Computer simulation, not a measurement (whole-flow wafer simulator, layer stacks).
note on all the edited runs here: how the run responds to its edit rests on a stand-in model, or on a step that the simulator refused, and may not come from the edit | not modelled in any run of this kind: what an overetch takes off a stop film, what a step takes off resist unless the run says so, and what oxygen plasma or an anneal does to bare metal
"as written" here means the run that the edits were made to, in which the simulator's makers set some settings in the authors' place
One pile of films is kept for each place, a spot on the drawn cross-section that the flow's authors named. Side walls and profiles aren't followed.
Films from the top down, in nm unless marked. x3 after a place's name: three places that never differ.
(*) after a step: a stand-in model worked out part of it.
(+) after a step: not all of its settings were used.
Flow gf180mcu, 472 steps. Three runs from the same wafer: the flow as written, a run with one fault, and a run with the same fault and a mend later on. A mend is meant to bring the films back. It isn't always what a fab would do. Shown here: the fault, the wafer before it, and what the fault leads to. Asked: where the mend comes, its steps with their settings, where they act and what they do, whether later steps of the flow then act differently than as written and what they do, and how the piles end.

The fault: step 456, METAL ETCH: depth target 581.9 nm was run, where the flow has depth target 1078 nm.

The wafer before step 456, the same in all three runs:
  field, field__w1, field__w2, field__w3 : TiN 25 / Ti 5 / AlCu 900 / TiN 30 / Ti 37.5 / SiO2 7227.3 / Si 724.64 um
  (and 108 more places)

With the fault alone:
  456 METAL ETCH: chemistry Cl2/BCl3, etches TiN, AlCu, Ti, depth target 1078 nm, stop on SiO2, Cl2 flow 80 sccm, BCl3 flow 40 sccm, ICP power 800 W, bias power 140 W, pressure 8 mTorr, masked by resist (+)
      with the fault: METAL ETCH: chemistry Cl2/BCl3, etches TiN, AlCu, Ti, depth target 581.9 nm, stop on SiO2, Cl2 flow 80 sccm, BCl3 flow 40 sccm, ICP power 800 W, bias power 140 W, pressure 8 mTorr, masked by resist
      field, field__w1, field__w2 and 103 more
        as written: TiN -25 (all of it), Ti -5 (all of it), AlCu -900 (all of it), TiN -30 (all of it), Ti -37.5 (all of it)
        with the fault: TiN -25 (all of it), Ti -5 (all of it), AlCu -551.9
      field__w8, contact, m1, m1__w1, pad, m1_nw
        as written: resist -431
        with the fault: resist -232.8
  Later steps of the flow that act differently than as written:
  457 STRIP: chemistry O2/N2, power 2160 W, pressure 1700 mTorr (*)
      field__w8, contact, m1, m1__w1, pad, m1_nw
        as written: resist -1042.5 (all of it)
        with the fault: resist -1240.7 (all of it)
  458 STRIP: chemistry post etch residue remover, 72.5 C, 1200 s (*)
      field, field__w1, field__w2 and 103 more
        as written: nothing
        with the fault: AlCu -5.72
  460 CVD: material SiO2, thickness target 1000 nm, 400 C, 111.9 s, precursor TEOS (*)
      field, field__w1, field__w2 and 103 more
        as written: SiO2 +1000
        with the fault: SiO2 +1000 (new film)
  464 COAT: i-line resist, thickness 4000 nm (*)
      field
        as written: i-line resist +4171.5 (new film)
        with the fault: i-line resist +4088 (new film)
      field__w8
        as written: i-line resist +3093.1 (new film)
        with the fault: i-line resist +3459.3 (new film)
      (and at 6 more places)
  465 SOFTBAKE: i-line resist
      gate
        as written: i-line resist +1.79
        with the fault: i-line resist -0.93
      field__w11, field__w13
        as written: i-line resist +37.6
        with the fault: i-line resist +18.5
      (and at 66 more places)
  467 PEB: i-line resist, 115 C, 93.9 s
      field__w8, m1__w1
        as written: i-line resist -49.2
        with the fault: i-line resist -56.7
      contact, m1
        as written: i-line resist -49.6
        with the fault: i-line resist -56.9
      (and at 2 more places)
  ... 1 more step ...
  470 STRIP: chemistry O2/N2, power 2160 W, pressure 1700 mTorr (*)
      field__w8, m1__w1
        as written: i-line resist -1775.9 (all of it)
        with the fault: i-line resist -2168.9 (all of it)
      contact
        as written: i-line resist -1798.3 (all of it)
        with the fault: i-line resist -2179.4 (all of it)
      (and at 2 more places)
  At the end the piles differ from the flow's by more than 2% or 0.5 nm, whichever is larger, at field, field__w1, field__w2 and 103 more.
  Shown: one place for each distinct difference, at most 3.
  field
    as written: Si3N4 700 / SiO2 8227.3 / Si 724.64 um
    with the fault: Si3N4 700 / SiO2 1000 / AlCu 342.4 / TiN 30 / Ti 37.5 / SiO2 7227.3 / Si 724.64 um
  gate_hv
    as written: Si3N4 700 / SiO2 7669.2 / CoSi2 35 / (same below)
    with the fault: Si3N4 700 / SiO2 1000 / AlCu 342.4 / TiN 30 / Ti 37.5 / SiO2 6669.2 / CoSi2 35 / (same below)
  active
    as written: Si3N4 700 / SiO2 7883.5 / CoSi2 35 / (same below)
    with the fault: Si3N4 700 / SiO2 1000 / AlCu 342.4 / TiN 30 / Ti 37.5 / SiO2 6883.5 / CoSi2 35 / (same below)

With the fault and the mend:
  The mend comes after step 458.
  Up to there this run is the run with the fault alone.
  458a DEHYDRATE: 200 C, 60 s (the flow's step 449 once more)
      changes no film at any place that is followed
  458b HMDS: 120 C, 60 s (the flow's step 450 once more)
      changes no film at any place that is followed
  458c COAT: resist, thickness 1500 nm (*) (the flow's step 451 once more)
      iso_ptap_pw, iso_ntap_nw, iso_nw_fld and 33 more
        resist +1500 (new film)
      field_sub, field_sub__w1, field_sub__w2 and 13 more
        resist +1507.7 (new film)
      p_well, sti, spacer, sd_n, mim_1p0, dice_street
        resist +1502.9 (new film)
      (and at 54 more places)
  458d SOFTBAKE: resist (the flow's step 452 once more)
      field__w4, gate_p_hv5
        resist +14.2
      field__w6, ld_drn_n
        resist -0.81
      gate_hv, polyc_n_rim
        resist +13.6
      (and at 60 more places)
  458e EXPOSE: photomask MetalTop (the flow's step 453 once more)
      changes no film at any place that is followed
  458f PEB: resist, 70.3 s (the flow's step 454 once more)
      field__w2, field__w3, field__w5 and 36 more
        resist -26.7
      iso_ptap_pw, iso_ntap_nw, iso_nw_fld and 33 more
        resist -26.5
      field_sub__w1, field_sub__w5, p_well and 11 more
        resist -26.6
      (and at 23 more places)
  458g DEVELOP: thickness 1500 nm, 60 s (the flow's step 455 once more)
      iso_ptap_pw, iso_ntap_nw, iso_nw_fld and 33 more
        resist -1473.5 (all of it)
      field__w2, field__w3, field__w12, active_nat, gate_p_hv, npoly_sal, ppoly_sal
        resist -1481.2 (all of it)
      field__w5, field__w7, field__w9, field__w11, mim, nplus_u
        resist -1481.3 (all of it)
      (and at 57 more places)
  458h METAL ETCH: chemistry Cl2/BCl3, etches TiN, AlCu, Ti, depth target 495.6 nm, stop on SiO2, Cl2 flow 80 sccm, BCl3 flow 40 sccm, ICP power 800 W, bias power 140 W, pressure 8 mTorr, masked by resist (+) (the flow's step 456 once more, with other settings)
      field, field__w1, field__w2 and 103 more
        AlCu -342.4 (all of it), TiN -30 (all of it), Ti -37.5 (all of it)
      field__w8, contact, m1, m1__w1, pad, m1_nw
        resist -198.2
  458i STRIP: chemistry O2/N2, power 2160 W, pressure 1700 mTorr (*) (the flow's step 457 once more)
      field__w8
        resist -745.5 (all of it)
      contact
        resist -744.1 (all of it)
      m1
        resist -744.2 (all of it)
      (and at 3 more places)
  458j STRIP: chemistry post etch residue remover, 72.5 C, 1200 s (*) (the flow's step 458 once more)
      field__w8, contact, m1, m1__w1, pad, m1_nw
        TiN -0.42
  No later step of the flow acts differently than as written, at any place that is followed, by more than 2% or 0.5 nm, whichever is larger.
  At the end the piles differ from the flow's only slightly at the places that both follow, by at most 2% or 0.5 nm, whichever is larger.
